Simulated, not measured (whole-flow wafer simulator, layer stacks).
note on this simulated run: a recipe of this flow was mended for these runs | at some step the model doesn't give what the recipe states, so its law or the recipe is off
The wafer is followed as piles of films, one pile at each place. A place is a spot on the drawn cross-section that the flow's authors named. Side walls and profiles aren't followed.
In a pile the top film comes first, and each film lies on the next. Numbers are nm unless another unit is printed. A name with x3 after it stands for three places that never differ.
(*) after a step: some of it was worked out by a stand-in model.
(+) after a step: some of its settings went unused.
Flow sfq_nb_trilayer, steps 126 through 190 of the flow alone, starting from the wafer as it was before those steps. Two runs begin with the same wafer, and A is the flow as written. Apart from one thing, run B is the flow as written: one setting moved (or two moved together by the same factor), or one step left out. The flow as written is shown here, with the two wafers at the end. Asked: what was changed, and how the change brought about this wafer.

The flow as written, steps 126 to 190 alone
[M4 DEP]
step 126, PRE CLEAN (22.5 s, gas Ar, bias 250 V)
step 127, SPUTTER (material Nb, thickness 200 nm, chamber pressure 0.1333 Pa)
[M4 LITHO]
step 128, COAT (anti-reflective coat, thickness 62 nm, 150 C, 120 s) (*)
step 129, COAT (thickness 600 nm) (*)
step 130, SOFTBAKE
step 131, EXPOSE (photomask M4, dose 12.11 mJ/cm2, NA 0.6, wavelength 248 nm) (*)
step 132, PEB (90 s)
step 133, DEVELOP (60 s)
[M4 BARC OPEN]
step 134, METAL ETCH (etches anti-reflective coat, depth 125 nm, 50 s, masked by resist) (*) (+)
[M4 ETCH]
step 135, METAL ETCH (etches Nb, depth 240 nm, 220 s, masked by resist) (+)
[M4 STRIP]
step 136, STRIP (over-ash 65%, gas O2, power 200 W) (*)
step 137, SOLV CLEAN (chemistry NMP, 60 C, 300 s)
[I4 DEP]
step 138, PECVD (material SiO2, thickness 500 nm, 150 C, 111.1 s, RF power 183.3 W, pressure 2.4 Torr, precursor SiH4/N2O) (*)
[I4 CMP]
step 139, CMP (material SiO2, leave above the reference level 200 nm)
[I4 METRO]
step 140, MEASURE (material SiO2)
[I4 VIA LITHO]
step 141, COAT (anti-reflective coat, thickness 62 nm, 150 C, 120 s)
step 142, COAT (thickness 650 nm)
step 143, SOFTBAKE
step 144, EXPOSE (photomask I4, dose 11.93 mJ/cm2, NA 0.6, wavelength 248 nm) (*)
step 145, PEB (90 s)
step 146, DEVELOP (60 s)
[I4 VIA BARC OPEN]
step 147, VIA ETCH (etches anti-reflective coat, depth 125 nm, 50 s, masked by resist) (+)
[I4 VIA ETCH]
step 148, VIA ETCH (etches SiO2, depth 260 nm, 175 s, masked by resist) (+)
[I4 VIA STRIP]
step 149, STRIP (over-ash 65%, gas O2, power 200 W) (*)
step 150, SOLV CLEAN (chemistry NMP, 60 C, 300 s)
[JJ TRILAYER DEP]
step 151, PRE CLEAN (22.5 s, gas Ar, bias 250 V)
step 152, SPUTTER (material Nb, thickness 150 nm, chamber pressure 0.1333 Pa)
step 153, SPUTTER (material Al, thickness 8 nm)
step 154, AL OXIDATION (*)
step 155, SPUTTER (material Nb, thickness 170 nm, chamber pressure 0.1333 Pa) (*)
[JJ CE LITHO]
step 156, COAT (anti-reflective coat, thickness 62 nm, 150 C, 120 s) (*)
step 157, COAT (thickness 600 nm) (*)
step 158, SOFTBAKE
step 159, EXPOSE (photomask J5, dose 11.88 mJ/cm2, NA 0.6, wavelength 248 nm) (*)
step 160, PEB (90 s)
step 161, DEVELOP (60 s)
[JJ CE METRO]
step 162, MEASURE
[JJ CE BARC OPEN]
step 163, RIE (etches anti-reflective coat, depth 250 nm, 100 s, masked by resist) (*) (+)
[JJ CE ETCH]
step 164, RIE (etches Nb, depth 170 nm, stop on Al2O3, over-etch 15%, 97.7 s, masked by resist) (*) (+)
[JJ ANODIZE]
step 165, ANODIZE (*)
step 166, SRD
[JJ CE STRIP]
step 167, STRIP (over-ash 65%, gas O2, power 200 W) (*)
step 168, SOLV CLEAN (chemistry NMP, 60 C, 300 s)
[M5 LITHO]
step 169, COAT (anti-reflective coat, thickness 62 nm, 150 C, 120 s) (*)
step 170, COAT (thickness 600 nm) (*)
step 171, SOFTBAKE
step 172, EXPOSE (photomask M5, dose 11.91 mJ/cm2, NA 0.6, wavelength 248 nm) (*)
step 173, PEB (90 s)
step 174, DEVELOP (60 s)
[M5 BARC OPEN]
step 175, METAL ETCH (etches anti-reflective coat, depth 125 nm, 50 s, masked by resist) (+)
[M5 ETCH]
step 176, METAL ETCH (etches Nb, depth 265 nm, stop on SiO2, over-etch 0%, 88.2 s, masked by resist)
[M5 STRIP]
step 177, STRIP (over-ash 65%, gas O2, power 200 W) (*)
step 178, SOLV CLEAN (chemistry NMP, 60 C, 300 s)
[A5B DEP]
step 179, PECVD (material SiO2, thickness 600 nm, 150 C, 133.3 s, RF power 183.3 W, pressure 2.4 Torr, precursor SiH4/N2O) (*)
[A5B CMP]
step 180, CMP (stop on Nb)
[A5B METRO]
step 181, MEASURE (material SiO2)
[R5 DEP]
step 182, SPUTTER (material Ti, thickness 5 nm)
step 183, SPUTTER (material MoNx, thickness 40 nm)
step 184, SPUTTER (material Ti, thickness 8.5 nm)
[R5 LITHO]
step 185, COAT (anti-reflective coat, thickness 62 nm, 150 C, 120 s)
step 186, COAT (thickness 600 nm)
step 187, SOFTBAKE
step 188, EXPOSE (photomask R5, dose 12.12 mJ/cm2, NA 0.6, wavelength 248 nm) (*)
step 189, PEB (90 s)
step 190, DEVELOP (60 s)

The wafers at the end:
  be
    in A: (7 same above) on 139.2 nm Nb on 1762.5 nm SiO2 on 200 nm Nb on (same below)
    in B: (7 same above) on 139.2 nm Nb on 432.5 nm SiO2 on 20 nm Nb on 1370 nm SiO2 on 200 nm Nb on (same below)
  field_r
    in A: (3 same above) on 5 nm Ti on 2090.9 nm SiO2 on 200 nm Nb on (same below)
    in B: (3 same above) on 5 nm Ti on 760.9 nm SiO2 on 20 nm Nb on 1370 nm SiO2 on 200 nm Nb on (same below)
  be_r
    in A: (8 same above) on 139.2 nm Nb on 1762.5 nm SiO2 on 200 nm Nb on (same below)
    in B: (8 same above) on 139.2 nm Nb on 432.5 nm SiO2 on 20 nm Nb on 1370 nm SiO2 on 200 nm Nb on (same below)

Cause: step 127, SPUTTER: thickness 260 nm was run, whereas the flow has thickness 200 nm.

The path from the change to this, step by step:
  step 127, SPUTTER (material Nb, thickness 200 nm, chamber pressure 0.1333 Pa)
      field_l, v_sur, via_wl and 102 more: A Nb gains 200 (new film) | B Nb gains 260 (new film)
      via_v: A Nb gains 164.5 | B Nb gains 214.4
  step 135, METAL ETCH (etches Nb, depth 240 nm, 220 s, masked by resist) (+)
      field_l, be, be_sur and 64 more: A Nb loses 200 (all of it), SiO2 loses 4 | B Nb loses 240
  step 138, PECVD (material SiO2, thickness 500 nm, 150 C, 111.1 s, RF power 183.3 W, pressure 2.4 Torr, precursor SiH4/N2O) (*)
      field_l, be, be_sur and 55 more: A SiO2 gains 500 | B SiO2 gains 500 (new film)
      p3_s0 x6: A SiO2 gains 561.1 | B SiO2 gains 597.1 (new film)
      (and at 4 other places as well)
  step 139, CMP (material SiO2, leave above the reference level 200 nm)
      field_l, be, be_sur and 55 more: A SiO2 loses 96 | B SiO2 loses 60
      lsp_r, l0_sur, l0v: A SiO2 loses 87.7 | B SiO2 loses 50.3
      (and at 1 other place as well)
Taking metal films that touch as one body, be has 4 bodies (between them, from the top down: SiO2 146.5 / Al2O3 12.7 / Nb2O5 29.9; SiO2 432.5; SiO2 1370); the flow as written gives 3 bodies (between them, from the top down: SiO2 146.5 / Al2O3 12.7 / Nb2O5 29.9; SiO2 1762.5).
Taking metal films that touch as one body, field_r has 3 bodies (between them, from the top down: SiO2 760.9; SiO2 1370); the flow as written gives 2 bodies (between them, from the top down: SiO2 2090.9).
Taking metal films that touch as one body, be_r has 4 bodies (between them, from the top down: SiO2 146.5 / Al2O3 12.7 / Nb2O5 29.9; SiO2 432.5; SiO2 1370); the flow as written gives 3 bodies (between them, from the top down: SiO2 146.5 / Al2O3 12.7 / Nb2O5 29.9; SiO2 1762.5).
